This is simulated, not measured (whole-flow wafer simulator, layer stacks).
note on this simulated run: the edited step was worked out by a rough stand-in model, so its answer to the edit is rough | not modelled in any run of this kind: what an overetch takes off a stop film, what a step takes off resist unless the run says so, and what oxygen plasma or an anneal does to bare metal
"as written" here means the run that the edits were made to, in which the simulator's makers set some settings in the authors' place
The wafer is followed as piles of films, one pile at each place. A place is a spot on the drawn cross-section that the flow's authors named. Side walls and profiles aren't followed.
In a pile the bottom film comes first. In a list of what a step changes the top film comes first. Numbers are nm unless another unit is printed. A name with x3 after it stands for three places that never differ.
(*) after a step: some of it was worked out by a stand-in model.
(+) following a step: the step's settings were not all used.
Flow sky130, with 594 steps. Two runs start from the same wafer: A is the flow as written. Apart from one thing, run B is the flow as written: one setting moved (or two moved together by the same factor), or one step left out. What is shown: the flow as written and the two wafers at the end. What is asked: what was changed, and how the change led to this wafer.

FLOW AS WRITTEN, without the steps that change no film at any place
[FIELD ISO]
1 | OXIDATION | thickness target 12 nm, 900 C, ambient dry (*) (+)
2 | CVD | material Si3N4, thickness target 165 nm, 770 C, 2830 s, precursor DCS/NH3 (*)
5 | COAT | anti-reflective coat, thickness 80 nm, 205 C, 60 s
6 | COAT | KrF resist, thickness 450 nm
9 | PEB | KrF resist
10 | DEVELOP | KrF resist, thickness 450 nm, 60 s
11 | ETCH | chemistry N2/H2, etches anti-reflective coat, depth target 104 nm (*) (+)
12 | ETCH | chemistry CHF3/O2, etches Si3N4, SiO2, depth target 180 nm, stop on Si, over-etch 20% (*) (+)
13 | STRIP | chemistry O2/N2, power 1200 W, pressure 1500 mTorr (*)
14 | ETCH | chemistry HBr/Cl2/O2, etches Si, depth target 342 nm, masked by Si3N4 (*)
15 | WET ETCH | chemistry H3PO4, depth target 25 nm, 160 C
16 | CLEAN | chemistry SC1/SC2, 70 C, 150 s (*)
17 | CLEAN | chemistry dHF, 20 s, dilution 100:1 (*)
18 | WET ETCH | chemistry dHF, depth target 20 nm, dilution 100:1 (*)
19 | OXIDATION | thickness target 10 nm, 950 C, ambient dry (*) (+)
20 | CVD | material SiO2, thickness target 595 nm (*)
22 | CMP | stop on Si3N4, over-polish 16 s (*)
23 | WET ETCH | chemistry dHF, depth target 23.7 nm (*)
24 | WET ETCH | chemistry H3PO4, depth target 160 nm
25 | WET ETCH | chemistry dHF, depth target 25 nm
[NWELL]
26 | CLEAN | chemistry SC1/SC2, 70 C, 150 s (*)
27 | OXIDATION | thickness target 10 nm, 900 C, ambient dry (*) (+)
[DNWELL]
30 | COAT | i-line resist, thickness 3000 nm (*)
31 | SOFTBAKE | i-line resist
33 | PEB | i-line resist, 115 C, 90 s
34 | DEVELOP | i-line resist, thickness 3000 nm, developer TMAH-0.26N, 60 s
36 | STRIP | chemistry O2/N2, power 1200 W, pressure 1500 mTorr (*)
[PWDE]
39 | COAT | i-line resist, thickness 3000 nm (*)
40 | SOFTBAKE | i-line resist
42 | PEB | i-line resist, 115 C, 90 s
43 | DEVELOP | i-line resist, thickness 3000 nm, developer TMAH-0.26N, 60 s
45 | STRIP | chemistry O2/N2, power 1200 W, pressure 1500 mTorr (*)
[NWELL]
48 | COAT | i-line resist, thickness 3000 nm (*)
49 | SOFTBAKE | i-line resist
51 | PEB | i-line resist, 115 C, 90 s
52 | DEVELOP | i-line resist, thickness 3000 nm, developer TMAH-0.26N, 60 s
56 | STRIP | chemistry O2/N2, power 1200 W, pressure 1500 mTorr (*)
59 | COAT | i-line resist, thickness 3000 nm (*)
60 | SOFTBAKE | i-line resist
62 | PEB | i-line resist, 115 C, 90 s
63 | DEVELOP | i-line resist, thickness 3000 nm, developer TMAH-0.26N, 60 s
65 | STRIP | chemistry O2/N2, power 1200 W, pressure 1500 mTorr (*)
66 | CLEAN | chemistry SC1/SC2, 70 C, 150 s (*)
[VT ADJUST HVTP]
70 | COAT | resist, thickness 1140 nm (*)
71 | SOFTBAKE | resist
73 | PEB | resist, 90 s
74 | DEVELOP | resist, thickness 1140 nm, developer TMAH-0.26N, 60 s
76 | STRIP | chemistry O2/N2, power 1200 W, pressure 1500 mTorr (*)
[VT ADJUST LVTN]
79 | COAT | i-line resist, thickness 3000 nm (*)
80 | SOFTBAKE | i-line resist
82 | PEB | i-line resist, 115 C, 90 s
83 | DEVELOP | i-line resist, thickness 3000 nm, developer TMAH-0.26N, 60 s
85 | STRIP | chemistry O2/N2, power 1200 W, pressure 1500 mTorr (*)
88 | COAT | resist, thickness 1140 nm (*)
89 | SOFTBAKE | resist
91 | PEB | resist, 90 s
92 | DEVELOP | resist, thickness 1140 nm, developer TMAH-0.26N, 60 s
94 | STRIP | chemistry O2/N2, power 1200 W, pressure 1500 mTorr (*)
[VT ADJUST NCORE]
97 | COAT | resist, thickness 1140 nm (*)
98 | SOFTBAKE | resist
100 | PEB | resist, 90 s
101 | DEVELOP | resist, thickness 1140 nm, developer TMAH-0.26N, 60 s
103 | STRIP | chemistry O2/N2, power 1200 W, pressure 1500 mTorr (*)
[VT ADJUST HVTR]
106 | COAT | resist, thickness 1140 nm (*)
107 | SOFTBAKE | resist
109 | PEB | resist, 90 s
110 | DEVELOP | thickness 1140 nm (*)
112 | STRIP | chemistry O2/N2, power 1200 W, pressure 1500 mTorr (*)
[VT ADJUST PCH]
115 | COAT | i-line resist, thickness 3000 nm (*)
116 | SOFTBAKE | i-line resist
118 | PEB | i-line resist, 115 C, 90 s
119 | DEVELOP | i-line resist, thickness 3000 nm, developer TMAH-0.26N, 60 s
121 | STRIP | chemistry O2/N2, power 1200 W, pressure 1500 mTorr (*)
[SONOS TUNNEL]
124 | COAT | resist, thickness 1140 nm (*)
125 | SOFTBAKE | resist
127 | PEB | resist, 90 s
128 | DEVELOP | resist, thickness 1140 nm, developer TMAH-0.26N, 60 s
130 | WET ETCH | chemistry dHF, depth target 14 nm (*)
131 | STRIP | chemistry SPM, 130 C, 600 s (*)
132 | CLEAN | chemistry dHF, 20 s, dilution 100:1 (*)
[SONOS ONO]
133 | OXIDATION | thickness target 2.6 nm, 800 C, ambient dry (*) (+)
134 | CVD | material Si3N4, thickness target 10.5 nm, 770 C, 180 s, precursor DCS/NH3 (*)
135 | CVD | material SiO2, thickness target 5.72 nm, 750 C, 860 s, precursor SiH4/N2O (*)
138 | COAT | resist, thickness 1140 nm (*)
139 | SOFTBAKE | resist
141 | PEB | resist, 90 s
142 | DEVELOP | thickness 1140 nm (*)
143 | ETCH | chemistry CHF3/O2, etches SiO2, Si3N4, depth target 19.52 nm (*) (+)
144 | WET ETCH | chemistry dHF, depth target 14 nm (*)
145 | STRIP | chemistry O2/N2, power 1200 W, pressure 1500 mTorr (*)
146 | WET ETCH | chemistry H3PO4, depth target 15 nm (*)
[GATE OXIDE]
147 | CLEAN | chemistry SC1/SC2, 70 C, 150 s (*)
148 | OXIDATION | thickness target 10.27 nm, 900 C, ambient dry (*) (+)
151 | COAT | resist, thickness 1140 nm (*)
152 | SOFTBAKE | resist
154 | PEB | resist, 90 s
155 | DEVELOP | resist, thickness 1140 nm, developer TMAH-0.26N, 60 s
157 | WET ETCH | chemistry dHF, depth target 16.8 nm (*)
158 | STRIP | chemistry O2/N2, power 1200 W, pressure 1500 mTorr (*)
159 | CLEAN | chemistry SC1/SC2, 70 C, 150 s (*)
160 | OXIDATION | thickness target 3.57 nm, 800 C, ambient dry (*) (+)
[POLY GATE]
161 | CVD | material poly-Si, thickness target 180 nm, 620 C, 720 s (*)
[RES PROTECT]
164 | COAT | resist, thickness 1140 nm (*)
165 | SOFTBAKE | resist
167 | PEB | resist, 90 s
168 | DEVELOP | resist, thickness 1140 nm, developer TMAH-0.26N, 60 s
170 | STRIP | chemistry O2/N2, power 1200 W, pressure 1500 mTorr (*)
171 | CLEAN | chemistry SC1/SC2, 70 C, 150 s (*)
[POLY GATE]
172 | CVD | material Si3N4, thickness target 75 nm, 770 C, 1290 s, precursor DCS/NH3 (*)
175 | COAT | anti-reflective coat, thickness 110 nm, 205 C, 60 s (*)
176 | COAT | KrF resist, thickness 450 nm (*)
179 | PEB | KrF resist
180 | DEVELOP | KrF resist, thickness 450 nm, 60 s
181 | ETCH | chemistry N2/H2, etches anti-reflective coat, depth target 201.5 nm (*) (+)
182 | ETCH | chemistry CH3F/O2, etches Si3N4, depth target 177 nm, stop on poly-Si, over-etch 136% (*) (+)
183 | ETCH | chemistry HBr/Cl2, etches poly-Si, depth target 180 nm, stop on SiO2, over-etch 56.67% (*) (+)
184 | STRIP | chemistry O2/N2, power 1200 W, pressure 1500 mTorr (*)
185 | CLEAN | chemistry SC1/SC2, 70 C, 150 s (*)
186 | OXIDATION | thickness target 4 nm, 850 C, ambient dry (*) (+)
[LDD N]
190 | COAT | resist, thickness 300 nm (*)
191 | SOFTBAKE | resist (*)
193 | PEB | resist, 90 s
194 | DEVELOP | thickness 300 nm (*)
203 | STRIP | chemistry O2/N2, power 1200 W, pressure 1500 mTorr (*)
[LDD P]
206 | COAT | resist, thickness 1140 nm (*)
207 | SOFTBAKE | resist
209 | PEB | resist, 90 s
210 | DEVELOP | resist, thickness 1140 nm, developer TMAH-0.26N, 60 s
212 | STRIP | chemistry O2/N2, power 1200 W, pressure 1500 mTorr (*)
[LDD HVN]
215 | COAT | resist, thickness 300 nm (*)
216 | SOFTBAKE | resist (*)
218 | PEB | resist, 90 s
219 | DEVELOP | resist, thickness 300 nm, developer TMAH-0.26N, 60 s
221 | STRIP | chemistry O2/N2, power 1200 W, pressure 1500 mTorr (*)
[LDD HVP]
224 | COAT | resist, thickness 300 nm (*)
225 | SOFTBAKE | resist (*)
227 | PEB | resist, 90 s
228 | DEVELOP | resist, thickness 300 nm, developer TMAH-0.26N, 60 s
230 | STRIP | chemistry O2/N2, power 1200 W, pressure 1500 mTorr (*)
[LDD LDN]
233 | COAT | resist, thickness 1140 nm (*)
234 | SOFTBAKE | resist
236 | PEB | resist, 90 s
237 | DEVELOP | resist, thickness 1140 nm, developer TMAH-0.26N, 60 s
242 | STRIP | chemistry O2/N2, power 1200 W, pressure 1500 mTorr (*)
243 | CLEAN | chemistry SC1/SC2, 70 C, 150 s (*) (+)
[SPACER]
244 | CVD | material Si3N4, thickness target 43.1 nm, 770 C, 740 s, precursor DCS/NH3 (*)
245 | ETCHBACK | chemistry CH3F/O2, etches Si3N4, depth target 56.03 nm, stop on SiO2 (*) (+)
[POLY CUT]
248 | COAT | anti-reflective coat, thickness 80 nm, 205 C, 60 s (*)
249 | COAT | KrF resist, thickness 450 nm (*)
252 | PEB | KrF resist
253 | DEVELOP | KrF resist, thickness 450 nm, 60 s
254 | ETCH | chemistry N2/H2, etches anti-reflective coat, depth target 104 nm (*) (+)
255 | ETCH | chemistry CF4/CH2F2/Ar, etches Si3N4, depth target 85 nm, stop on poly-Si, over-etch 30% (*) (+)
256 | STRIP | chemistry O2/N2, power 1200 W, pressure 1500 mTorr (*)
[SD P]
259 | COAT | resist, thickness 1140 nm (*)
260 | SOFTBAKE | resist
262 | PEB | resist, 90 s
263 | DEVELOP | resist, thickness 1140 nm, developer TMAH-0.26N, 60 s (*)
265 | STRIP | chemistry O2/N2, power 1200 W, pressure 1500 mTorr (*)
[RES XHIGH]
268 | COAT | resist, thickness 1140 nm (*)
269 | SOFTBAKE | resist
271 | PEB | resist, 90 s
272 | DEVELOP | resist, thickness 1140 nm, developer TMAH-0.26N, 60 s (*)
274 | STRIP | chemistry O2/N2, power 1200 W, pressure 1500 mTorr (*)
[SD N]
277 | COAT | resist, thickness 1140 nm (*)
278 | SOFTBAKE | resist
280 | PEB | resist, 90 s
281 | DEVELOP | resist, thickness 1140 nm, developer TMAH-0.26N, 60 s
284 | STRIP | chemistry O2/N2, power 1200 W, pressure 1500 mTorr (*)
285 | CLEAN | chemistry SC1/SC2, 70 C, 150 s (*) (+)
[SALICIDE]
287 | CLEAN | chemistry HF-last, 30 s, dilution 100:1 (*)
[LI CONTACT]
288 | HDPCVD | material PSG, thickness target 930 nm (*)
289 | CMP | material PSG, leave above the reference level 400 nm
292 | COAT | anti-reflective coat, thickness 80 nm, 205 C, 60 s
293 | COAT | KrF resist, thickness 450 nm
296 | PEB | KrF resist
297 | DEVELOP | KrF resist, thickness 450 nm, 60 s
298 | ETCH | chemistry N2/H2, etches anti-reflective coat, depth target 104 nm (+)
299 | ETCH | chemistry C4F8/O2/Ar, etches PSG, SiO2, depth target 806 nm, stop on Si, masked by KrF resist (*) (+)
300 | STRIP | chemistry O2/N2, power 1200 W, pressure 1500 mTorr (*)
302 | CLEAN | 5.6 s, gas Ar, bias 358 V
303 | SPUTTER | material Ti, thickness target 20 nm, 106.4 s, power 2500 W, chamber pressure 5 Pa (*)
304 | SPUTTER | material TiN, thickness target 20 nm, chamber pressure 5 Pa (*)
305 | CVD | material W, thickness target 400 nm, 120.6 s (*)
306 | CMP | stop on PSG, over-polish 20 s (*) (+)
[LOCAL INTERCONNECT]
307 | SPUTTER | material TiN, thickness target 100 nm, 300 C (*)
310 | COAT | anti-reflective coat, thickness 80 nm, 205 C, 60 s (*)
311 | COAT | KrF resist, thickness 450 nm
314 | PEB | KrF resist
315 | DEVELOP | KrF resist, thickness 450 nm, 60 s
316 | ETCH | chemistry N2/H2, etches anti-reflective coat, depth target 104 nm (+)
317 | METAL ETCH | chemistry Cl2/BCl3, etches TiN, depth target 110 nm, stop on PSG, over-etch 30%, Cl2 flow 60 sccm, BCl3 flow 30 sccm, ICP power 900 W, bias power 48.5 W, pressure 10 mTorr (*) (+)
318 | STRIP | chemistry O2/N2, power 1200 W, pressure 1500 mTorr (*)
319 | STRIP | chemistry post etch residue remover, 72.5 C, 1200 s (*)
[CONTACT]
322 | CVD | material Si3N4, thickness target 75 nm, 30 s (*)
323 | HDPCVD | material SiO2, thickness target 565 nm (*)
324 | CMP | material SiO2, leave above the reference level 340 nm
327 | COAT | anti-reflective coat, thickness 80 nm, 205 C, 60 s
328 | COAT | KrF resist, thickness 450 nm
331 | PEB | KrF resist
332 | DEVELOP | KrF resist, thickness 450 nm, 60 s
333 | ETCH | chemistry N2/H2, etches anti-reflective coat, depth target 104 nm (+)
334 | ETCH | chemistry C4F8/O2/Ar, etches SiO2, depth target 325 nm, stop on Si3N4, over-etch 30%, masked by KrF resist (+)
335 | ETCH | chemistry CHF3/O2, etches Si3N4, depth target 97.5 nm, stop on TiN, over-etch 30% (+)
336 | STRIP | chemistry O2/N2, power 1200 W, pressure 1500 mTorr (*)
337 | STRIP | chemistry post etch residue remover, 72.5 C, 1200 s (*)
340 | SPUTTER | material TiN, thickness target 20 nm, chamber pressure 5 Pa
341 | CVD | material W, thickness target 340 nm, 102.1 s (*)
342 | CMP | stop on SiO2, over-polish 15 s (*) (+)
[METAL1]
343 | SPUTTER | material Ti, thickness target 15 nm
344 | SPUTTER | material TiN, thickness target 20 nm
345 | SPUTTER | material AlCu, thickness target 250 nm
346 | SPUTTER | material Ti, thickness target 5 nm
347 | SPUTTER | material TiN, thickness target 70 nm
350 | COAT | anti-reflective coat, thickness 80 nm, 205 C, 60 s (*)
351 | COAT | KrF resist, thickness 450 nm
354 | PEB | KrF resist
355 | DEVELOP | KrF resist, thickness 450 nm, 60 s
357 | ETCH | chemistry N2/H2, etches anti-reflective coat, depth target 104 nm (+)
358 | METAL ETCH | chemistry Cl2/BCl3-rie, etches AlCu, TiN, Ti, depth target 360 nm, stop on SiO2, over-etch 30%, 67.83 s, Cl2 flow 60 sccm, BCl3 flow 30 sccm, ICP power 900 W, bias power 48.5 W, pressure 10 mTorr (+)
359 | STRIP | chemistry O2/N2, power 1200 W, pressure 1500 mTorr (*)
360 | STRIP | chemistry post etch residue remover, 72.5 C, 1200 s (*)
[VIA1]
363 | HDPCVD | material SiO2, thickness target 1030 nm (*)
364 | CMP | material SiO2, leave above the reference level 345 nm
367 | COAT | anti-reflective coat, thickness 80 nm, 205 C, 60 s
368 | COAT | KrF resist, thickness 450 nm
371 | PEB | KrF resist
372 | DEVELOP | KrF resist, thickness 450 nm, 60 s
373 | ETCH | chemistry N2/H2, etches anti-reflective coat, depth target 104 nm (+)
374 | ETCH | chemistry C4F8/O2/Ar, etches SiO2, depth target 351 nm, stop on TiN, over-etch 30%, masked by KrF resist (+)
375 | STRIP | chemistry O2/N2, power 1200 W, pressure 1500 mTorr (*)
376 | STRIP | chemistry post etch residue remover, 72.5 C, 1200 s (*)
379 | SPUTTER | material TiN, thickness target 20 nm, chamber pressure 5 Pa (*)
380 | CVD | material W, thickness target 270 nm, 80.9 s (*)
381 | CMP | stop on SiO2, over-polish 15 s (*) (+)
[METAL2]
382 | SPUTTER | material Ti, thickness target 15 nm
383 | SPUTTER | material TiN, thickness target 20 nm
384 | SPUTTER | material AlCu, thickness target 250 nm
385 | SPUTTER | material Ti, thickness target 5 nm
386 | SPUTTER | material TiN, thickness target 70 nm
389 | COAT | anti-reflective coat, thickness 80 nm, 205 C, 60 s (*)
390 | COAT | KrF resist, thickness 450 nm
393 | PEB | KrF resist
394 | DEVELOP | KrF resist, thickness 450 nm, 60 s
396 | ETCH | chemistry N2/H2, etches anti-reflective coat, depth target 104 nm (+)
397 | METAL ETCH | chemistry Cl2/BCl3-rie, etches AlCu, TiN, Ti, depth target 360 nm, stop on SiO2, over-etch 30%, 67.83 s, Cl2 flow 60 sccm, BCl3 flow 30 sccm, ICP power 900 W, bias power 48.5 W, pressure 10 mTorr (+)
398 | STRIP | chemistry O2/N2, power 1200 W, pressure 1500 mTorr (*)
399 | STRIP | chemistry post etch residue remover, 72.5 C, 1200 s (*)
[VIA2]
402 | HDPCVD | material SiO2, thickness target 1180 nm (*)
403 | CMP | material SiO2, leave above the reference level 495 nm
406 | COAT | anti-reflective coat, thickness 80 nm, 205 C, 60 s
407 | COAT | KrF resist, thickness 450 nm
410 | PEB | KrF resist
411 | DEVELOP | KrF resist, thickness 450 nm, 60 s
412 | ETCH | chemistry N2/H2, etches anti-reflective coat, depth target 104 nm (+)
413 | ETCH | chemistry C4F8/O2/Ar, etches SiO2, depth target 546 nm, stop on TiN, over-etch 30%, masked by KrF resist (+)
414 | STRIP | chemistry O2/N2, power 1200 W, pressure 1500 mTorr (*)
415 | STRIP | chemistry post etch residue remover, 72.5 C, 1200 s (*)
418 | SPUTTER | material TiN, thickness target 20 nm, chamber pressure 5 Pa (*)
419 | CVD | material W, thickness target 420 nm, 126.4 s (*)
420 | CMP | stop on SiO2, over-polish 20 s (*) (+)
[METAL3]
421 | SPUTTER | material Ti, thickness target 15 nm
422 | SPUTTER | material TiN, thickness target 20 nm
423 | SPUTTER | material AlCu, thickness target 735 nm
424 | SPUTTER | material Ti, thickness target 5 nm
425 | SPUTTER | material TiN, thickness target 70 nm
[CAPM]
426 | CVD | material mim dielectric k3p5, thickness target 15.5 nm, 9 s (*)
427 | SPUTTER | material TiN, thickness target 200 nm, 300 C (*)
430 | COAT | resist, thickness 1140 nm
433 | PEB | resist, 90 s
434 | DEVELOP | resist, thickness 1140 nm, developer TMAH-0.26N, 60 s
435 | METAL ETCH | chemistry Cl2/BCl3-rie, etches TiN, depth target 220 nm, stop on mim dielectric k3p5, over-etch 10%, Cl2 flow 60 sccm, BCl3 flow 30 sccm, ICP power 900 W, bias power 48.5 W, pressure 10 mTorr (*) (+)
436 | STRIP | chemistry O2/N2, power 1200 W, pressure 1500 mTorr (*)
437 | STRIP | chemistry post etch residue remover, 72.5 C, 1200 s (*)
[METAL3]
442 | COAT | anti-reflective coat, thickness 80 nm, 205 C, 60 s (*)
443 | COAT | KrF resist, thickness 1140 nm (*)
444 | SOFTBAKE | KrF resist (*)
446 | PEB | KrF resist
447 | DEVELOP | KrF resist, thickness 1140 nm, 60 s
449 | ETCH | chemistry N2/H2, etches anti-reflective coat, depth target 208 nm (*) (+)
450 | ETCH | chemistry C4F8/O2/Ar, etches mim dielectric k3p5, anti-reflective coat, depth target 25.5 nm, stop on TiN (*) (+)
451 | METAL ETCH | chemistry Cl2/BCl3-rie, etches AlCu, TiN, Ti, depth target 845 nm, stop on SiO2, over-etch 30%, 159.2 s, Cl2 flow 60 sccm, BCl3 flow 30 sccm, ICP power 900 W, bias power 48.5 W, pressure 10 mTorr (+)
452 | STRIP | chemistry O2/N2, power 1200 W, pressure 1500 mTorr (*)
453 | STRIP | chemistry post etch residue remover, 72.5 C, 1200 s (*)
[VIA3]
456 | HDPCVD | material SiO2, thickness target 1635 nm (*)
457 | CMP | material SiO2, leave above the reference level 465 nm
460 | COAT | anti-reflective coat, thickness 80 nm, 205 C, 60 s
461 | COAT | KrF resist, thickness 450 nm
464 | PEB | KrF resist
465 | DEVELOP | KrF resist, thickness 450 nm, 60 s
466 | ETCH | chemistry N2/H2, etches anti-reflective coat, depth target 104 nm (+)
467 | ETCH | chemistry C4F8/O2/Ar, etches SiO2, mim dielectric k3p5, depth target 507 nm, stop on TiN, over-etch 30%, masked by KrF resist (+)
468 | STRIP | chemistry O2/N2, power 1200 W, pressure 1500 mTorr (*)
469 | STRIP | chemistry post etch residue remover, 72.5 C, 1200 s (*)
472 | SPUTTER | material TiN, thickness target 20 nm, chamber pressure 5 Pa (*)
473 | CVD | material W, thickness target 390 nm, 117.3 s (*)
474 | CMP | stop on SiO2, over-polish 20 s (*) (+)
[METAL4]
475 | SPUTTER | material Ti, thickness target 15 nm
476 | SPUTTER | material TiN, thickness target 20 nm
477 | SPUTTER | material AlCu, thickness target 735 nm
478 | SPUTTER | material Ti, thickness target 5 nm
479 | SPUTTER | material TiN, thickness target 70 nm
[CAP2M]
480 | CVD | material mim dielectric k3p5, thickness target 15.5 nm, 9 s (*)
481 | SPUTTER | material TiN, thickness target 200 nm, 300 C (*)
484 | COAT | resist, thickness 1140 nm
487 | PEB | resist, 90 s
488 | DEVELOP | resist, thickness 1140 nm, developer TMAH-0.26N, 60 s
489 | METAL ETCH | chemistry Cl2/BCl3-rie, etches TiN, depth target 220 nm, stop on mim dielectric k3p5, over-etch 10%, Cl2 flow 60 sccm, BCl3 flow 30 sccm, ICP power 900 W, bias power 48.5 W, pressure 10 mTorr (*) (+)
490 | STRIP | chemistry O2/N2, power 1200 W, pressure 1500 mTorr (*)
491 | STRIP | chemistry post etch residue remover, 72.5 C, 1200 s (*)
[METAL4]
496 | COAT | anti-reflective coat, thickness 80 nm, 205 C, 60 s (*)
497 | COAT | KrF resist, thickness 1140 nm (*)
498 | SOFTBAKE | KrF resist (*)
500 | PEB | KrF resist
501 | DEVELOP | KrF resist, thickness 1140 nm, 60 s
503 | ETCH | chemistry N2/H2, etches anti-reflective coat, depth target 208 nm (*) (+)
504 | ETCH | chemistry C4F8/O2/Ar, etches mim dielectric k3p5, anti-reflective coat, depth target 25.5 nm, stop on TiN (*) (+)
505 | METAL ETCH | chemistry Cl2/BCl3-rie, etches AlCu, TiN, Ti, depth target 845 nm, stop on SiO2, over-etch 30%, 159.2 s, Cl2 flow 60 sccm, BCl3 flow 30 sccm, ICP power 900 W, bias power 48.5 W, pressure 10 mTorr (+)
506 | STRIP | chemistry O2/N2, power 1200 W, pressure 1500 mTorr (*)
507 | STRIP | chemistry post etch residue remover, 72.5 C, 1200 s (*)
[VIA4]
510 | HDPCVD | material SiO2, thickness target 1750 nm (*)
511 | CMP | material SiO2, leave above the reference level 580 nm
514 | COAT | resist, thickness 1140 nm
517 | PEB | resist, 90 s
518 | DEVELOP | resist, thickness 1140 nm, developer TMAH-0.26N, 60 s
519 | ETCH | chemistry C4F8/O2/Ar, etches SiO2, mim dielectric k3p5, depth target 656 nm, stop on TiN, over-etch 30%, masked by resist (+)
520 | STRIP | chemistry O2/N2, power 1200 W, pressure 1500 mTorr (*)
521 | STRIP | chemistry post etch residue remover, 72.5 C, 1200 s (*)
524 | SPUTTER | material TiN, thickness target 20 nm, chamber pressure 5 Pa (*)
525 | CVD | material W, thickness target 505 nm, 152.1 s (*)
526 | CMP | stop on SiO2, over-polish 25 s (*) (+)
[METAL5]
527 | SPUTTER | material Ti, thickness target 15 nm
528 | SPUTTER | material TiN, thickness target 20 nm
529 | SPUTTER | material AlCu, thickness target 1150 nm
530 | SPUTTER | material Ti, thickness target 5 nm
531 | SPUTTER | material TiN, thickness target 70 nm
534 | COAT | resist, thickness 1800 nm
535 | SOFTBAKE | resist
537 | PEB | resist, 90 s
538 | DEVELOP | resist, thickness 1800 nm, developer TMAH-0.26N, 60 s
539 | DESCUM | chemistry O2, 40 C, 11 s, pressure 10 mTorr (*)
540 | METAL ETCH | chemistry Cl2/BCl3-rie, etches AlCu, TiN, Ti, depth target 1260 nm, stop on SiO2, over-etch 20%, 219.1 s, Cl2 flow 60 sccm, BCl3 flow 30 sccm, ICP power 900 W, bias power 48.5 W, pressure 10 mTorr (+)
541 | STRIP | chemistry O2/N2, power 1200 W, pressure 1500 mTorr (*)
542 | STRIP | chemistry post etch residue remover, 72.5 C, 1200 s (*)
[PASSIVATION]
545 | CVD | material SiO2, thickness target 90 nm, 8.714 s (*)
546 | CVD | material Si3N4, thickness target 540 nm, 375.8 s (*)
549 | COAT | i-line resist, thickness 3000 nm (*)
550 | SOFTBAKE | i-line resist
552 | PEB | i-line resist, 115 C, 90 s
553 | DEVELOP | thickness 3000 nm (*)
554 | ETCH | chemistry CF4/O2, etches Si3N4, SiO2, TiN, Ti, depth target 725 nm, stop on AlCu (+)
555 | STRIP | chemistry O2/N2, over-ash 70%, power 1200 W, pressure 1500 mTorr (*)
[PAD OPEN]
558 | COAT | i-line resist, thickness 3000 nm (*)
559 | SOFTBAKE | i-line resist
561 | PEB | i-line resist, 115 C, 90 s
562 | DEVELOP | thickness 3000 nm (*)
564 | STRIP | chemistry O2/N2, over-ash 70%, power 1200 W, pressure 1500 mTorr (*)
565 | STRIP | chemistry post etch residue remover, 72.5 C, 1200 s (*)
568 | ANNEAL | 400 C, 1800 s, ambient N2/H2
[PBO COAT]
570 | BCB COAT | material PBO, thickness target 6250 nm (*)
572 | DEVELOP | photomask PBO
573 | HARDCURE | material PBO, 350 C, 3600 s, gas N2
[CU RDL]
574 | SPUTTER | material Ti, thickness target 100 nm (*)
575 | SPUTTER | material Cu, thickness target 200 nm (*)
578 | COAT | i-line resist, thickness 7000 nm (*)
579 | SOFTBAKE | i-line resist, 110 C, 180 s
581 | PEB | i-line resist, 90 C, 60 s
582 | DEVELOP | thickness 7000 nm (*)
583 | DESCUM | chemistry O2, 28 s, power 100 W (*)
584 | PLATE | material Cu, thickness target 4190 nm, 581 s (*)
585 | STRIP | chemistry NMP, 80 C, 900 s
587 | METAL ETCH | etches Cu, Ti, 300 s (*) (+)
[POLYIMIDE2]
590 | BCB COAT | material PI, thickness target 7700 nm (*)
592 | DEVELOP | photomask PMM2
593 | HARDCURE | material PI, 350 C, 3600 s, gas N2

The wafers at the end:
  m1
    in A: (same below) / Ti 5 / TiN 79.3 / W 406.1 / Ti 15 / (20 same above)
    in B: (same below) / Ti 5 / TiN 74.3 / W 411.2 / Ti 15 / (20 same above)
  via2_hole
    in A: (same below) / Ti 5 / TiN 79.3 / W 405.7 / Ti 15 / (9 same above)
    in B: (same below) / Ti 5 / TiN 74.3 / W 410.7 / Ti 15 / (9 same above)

Cause: step 418, SPUTTER: thickness target 10 nm was run, whereas the flow has thickness target 20 nm.

Step by step, how the change led to this:
  418 | SPUTTER | material TiN, thickness target 20 nm, chamber pressure 5 Pa (*)
      field, active, n_well and 186 more: A +20 TiN (new film) | B +10 TiN (new film)
      m1: A +10.2 TiN | B +5.11 TiN
      (also at 1 further place)
  420 | CMP | stop on SiO2, over-polish 20 s (*) (+)
      field, active, n_well and 186 more: A -420 W (all of it), -20 TiN (all of it), -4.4 SiO2 | B -420 W (all of it), -10 TiN (all of it), -4.4 SiO2
      m1, via2_hole: A -445 W | B -435 W
